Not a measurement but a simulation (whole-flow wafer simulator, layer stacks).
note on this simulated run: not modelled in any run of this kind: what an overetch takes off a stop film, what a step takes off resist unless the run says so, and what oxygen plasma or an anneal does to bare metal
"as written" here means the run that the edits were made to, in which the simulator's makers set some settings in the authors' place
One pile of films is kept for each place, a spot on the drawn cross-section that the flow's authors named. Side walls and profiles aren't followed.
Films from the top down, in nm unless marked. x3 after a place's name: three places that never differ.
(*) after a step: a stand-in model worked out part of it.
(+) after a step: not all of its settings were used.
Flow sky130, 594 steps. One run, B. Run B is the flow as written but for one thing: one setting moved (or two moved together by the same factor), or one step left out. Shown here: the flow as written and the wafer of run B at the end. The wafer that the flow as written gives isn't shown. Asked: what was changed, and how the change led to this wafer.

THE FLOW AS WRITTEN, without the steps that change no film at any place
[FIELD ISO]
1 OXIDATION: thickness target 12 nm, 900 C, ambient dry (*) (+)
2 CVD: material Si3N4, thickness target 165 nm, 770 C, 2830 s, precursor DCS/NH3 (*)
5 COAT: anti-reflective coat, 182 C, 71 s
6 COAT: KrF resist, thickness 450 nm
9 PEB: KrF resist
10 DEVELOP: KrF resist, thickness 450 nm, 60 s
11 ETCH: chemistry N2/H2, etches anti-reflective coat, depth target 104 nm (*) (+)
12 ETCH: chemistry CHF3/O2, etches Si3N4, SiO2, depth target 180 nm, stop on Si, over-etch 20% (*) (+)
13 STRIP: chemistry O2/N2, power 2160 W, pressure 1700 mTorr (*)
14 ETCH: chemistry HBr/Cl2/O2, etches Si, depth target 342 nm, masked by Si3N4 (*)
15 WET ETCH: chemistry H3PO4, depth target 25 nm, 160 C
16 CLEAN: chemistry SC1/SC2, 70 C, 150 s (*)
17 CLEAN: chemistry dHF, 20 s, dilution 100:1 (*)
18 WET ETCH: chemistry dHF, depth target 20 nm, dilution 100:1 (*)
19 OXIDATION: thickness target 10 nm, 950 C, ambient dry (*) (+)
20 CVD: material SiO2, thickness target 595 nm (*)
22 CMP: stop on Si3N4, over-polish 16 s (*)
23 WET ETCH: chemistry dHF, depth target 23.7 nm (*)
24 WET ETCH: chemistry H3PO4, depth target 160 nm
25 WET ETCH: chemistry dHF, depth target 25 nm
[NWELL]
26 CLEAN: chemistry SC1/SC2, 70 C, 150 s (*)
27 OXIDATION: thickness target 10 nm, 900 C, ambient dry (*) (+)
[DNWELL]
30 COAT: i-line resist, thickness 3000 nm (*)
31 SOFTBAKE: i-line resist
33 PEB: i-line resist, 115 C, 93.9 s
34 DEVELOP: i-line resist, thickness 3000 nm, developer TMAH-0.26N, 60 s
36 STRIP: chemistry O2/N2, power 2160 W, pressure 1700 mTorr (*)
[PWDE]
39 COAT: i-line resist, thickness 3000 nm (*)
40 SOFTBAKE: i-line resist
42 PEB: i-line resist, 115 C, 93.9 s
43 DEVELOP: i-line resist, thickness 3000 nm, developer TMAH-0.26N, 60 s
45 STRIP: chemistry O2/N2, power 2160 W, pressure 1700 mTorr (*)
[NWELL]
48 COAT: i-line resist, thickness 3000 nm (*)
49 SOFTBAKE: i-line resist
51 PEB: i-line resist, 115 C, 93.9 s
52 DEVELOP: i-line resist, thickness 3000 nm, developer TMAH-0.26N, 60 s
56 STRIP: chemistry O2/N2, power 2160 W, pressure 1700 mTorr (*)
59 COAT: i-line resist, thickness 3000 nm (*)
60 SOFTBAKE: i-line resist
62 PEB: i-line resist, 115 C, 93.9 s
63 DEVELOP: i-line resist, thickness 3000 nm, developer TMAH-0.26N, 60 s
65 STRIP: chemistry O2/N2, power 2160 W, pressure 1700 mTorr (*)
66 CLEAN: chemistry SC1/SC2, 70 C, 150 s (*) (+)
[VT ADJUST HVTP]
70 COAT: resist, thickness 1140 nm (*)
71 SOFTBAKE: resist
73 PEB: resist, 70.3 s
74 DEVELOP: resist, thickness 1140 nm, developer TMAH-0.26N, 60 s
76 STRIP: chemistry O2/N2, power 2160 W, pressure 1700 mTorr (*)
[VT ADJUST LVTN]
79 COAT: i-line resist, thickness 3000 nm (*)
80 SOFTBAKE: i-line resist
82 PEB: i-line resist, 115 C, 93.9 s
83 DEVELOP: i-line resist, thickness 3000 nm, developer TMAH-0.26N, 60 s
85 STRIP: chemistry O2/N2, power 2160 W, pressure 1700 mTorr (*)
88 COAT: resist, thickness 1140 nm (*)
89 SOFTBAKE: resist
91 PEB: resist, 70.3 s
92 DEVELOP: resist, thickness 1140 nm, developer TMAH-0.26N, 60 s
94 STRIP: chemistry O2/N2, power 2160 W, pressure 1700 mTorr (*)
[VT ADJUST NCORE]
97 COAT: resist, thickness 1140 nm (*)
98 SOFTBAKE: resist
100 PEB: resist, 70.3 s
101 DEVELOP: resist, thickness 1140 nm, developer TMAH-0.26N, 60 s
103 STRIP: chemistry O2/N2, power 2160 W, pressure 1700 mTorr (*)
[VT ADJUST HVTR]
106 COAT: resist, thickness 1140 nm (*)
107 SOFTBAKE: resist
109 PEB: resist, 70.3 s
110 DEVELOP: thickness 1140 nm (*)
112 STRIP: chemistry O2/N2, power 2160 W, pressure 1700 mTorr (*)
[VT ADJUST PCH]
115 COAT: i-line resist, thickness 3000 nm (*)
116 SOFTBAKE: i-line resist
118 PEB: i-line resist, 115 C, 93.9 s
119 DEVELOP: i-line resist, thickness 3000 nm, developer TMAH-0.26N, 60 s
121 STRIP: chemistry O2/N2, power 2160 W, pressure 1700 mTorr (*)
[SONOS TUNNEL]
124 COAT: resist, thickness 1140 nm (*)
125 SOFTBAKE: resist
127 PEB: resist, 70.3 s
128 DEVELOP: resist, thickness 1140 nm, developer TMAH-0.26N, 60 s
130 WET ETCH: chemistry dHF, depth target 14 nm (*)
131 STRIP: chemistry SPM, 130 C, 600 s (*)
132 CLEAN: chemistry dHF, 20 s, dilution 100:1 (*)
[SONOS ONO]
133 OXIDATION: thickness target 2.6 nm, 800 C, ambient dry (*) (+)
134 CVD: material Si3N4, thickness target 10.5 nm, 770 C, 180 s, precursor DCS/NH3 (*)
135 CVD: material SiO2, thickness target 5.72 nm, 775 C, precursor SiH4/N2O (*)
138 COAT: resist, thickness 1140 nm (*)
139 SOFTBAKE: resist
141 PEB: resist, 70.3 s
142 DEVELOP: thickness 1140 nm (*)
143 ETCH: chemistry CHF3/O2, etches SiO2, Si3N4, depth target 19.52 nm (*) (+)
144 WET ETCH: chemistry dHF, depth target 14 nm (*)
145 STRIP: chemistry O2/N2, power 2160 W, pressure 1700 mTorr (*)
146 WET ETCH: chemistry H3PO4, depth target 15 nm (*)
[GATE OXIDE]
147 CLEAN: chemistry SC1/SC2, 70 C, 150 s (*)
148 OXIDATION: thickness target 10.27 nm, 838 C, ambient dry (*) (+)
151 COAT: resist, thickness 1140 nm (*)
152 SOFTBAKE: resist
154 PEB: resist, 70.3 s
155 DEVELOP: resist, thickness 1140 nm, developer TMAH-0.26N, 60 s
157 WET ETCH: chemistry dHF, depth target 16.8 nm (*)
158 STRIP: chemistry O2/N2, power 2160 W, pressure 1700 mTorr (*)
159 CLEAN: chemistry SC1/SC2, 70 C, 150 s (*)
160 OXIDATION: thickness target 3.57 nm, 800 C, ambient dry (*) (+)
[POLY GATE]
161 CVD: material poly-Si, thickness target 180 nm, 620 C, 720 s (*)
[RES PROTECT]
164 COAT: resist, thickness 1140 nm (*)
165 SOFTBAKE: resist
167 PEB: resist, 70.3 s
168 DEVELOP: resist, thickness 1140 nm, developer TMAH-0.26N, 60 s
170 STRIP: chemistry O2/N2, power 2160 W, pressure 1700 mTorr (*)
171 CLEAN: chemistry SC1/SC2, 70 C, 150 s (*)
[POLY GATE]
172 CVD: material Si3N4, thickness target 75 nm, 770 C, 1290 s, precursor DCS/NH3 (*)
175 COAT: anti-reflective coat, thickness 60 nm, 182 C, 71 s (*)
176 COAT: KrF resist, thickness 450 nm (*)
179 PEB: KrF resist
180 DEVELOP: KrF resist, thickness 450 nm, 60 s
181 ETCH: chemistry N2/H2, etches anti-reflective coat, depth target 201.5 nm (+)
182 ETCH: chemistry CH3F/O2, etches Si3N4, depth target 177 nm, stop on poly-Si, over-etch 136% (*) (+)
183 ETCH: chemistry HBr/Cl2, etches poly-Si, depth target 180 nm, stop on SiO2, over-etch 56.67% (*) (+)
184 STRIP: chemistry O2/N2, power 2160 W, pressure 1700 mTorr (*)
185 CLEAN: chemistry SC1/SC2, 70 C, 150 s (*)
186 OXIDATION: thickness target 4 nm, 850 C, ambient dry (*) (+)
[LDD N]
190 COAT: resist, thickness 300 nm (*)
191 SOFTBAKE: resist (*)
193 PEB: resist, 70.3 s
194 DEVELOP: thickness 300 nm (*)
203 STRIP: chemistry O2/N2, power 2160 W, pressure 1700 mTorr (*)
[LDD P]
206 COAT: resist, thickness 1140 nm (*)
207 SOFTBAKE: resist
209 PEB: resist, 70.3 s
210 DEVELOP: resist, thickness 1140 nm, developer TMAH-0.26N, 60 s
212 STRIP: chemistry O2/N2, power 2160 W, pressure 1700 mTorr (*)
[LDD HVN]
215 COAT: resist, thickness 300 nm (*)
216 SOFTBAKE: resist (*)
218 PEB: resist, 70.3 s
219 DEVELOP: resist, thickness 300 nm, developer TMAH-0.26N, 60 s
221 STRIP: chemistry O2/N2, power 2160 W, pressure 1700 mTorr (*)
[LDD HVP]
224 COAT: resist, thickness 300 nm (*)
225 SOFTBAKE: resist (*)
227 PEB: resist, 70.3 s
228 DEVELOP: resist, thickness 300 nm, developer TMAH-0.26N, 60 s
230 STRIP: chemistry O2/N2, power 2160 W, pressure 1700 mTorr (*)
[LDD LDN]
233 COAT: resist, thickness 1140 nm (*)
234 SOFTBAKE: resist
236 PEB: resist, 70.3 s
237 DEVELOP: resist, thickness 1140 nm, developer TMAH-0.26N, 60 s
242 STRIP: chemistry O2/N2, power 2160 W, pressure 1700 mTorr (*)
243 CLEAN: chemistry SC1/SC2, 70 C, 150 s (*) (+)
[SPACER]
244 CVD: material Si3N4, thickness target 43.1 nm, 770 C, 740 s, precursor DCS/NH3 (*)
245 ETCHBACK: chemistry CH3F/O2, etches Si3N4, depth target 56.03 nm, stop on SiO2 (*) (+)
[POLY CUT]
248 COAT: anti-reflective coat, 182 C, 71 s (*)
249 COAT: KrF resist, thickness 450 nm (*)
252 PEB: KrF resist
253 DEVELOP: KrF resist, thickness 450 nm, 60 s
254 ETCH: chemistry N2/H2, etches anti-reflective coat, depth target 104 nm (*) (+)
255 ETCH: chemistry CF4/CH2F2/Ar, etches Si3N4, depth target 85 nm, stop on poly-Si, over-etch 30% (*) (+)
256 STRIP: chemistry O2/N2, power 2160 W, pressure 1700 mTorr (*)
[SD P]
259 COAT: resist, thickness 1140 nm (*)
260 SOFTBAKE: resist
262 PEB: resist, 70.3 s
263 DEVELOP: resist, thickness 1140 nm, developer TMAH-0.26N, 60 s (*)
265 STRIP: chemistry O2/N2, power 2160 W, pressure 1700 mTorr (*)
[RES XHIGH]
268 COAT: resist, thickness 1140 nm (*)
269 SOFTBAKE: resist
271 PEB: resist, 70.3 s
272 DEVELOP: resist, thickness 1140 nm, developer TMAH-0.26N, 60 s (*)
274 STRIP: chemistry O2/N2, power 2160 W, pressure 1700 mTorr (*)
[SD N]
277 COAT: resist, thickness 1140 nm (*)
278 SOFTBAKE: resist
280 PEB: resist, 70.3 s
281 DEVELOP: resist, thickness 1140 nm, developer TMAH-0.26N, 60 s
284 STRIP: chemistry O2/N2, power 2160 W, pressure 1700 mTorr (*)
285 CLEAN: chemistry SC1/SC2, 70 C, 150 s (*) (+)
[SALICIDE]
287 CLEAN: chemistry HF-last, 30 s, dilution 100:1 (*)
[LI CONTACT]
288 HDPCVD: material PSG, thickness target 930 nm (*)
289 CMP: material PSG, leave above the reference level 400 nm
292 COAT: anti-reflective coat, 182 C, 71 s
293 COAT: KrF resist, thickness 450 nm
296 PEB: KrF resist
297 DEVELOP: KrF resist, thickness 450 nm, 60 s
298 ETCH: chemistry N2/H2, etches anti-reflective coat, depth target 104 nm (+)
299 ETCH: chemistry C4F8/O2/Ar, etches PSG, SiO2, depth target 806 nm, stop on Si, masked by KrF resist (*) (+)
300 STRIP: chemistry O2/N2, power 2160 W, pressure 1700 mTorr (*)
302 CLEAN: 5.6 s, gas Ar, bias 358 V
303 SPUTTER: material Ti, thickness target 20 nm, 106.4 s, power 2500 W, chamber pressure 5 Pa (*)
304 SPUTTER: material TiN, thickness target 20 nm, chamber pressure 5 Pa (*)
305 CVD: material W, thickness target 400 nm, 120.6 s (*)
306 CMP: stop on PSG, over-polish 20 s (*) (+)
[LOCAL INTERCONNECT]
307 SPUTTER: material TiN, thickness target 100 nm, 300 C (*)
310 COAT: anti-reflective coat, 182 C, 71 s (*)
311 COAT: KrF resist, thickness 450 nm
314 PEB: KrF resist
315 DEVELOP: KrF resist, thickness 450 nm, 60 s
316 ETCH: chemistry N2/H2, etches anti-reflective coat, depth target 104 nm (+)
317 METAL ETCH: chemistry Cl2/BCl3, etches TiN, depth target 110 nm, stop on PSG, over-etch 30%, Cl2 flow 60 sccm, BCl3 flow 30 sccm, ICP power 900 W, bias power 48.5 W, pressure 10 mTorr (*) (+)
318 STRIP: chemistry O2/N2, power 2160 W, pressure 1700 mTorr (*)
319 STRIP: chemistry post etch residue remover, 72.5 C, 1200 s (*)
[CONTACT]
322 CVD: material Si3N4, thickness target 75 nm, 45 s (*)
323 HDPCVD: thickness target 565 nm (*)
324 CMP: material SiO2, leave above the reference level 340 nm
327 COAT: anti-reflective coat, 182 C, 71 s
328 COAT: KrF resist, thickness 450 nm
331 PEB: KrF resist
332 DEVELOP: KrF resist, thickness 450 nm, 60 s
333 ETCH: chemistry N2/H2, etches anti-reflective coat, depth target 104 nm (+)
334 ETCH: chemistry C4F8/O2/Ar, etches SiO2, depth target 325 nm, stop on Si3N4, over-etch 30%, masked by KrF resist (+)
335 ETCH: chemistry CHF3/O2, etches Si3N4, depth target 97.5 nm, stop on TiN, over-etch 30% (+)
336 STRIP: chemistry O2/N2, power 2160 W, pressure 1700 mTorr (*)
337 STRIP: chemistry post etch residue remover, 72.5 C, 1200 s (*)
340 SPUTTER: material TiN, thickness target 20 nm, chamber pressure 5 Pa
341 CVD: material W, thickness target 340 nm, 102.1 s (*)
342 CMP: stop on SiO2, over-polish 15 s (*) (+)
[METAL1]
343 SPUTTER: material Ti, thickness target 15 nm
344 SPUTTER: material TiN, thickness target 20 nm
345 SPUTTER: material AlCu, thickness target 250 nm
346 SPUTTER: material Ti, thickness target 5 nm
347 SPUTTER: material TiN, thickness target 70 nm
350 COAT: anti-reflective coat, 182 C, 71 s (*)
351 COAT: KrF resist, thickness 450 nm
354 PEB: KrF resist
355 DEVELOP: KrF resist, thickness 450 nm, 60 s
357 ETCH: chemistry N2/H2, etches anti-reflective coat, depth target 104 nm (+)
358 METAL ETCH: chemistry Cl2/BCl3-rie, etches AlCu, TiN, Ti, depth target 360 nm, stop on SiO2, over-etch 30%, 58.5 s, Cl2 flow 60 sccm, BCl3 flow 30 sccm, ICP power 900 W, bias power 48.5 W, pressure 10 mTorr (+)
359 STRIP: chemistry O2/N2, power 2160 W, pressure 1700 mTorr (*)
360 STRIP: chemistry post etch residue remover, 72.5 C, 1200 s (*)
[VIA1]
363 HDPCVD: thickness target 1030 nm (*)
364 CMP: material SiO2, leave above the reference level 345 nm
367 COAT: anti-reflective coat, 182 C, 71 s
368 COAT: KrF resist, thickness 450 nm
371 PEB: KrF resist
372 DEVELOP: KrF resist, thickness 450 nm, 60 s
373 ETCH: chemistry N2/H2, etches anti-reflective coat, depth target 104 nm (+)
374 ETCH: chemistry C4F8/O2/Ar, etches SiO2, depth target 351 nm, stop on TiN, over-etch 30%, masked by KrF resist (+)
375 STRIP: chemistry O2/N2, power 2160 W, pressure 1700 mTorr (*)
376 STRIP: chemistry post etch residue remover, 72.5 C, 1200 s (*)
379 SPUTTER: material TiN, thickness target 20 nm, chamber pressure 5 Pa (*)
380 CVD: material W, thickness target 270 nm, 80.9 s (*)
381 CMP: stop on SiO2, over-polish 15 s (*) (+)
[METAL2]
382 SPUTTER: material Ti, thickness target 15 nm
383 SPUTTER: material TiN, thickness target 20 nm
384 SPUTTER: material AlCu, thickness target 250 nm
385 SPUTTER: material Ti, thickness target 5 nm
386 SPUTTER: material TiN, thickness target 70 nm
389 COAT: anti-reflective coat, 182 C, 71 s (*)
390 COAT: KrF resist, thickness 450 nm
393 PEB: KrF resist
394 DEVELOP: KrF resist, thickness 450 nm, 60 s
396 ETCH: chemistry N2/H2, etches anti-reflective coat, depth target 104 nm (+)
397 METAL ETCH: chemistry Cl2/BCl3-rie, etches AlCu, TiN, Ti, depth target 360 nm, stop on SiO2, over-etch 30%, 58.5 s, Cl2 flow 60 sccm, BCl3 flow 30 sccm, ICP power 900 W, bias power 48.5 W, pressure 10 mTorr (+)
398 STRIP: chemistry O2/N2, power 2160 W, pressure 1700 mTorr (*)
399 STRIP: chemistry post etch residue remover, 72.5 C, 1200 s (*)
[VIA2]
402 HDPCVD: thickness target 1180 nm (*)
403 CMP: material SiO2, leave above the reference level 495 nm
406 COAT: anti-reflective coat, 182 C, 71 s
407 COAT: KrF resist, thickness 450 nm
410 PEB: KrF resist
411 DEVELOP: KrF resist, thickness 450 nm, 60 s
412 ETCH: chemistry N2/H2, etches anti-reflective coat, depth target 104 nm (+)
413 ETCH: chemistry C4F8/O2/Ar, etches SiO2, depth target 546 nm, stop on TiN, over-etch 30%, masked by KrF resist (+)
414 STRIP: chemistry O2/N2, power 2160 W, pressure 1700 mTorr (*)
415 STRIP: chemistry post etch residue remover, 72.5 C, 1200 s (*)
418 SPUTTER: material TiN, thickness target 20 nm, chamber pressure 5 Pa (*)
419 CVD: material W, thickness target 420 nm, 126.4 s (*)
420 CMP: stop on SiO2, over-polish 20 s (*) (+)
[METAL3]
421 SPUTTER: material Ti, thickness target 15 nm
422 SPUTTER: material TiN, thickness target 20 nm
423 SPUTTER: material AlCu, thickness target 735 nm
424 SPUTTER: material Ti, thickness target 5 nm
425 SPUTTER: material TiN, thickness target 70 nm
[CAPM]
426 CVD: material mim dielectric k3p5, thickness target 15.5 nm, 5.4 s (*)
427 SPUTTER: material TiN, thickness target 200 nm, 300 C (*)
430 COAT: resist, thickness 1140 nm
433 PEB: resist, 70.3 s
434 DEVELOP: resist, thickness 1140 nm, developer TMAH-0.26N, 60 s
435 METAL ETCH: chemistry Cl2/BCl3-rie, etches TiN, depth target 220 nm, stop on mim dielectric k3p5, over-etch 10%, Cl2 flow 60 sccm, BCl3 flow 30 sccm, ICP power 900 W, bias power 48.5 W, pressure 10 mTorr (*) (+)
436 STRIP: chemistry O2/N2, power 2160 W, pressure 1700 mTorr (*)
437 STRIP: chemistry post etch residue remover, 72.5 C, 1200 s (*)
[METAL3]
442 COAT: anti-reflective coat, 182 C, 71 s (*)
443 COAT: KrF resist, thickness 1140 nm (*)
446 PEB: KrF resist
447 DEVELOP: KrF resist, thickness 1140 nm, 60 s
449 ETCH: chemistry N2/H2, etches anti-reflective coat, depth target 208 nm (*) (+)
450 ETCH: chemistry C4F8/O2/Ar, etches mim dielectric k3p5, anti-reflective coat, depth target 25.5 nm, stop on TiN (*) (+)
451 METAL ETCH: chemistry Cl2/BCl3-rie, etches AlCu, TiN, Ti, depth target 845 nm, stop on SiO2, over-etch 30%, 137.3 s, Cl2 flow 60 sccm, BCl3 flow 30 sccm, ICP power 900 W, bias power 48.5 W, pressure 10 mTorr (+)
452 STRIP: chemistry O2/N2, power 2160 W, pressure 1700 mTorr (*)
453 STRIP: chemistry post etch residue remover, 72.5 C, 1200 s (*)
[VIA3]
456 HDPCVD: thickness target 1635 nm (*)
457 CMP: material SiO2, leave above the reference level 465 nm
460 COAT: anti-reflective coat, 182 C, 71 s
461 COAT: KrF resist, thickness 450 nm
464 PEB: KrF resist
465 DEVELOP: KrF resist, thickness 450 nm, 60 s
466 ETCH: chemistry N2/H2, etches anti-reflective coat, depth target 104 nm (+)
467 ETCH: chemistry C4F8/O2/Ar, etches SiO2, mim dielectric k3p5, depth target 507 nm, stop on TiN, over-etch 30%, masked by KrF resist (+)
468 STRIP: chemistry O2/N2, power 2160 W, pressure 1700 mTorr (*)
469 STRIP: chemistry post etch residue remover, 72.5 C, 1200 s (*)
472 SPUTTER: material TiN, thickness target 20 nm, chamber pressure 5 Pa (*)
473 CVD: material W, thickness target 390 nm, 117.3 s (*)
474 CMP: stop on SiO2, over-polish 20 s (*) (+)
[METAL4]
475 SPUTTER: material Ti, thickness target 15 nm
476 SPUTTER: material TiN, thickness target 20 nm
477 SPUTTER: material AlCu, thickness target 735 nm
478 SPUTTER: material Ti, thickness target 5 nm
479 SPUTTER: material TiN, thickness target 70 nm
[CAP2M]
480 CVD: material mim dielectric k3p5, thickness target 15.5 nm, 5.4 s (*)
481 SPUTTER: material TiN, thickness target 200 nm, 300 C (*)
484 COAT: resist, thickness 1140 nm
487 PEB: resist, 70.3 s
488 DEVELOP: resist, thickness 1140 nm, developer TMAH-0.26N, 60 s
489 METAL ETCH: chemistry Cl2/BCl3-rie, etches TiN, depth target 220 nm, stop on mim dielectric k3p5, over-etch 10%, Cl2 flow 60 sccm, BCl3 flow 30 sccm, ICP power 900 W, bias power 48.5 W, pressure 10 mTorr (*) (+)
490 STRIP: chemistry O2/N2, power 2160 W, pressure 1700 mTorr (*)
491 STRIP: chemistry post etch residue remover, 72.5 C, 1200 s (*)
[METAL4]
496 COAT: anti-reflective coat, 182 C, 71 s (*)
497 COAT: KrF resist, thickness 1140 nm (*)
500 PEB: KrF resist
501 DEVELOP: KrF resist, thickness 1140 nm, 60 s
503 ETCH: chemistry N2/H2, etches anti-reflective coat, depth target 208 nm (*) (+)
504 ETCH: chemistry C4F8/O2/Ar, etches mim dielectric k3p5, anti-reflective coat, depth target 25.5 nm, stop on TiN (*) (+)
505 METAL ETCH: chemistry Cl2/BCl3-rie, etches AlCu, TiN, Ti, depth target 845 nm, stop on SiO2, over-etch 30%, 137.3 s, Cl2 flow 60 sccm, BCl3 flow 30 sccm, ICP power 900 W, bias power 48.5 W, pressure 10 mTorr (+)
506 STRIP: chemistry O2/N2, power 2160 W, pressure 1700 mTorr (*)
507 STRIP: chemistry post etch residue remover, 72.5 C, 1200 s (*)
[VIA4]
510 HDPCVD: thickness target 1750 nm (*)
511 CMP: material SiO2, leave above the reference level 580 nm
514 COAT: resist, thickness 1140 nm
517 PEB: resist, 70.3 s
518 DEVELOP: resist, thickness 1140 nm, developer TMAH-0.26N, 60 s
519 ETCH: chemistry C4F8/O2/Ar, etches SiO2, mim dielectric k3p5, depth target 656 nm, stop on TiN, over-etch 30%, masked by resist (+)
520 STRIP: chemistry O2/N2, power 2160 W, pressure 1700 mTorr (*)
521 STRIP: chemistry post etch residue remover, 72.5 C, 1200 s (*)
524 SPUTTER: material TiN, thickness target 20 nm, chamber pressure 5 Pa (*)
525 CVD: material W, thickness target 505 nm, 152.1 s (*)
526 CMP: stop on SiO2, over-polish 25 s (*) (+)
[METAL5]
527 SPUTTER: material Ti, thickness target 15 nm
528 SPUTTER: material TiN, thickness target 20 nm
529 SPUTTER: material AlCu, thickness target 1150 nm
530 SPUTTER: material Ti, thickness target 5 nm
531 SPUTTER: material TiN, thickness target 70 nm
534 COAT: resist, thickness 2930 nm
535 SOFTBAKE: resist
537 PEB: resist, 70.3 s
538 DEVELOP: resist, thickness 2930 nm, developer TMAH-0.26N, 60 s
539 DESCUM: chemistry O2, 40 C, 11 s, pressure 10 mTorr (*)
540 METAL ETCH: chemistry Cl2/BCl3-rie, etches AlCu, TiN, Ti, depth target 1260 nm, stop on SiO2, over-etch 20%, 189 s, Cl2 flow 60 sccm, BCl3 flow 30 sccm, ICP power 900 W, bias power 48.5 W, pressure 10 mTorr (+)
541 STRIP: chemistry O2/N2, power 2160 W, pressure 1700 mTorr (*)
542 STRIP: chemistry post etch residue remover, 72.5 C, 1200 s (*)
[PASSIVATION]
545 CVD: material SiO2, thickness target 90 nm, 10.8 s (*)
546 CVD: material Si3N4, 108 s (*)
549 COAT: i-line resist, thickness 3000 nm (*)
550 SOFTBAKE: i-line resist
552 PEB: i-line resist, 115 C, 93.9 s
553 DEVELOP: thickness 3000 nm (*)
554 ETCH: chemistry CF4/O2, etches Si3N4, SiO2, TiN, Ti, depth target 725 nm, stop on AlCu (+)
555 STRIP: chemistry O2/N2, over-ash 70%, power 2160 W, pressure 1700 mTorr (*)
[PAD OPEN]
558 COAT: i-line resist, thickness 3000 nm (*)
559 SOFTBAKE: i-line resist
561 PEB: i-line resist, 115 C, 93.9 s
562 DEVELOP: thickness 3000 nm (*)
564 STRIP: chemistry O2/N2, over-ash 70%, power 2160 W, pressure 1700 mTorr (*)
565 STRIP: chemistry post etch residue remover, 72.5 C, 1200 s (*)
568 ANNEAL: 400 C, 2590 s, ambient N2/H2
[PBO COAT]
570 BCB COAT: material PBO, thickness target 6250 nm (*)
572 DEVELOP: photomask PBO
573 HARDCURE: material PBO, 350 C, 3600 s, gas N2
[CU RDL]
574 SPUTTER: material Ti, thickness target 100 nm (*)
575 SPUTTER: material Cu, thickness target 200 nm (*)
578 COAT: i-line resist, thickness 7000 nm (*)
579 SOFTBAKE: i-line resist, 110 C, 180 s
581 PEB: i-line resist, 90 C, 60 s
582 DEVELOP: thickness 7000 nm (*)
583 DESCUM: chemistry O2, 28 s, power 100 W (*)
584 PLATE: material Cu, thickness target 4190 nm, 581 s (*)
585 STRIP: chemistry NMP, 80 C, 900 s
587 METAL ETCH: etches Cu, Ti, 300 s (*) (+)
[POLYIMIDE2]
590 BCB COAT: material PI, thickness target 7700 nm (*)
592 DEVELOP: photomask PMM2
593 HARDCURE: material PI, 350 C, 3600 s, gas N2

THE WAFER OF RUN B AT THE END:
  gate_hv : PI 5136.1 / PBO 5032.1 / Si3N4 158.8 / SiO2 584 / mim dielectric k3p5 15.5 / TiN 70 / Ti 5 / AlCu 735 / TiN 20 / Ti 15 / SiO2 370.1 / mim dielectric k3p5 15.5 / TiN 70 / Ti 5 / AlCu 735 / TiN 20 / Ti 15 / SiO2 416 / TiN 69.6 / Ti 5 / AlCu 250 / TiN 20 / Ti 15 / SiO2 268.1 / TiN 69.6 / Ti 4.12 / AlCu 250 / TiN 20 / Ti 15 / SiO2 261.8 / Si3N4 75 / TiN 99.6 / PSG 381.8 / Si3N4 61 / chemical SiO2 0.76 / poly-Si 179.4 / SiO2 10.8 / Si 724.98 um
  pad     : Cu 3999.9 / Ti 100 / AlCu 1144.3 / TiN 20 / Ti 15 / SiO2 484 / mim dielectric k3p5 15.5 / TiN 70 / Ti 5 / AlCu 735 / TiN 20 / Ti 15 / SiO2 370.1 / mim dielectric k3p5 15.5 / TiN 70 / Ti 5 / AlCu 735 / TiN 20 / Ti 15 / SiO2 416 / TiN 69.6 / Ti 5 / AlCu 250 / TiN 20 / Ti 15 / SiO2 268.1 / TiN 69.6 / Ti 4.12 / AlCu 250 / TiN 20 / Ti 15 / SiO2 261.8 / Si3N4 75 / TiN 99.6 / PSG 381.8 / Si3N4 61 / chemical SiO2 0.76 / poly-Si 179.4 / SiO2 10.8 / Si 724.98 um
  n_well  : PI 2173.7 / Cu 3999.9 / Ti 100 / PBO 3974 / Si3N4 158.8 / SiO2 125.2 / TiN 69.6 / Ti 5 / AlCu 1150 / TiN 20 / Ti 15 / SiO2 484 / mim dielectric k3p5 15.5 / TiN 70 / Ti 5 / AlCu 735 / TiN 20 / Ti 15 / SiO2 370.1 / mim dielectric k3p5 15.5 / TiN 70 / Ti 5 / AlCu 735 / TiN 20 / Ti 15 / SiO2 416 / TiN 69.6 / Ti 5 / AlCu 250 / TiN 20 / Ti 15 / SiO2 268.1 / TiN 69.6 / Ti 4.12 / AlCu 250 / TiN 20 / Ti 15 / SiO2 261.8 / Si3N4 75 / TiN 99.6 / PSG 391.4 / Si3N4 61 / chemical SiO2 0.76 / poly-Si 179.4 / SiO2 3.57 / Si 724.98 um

The cause: step 346, SPUTTER: thickness target 4.12 nm was run, where the flow has thickness target 5 nm.
It can be read off the wafer: gate_hv has Ti 4.12, and step 346 as written asks for 5 nm.

How the change led to this, step by step:
  346 SPUTTER: material Ti, thickness target 5 nm
      field, active, n_well and 188 more: Ti +4.12 (new film) (as written it would be: Ti +5 (new film))
  358 METAL ETCH: chemistry Cl2/BCl3-rie, etches AlCu, TiN, Ti, depth target 360 nm, stop on SiO2, over-etch 30%, 58.5 s, Cl2 flow 60 sccm, BCl3 flow 30 sccm, ICP power 900 W, bias power 48.5 W, pressure 10 mTorr (+)
      field, active, gate and 81 more: TiN -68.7 (all of it), Ti -4.12 (all of it), AlCu -250 (all of it), TiN -20 (all of it), Ti -15 (all of it), SiO2 -11 (as written it would be: TiN -68.7 (all of it), Ti -5 (all of it), AlCu -250 (all of it), TiN -20 (all of it), Ti -15 (all of it), SiO2 -10.9)
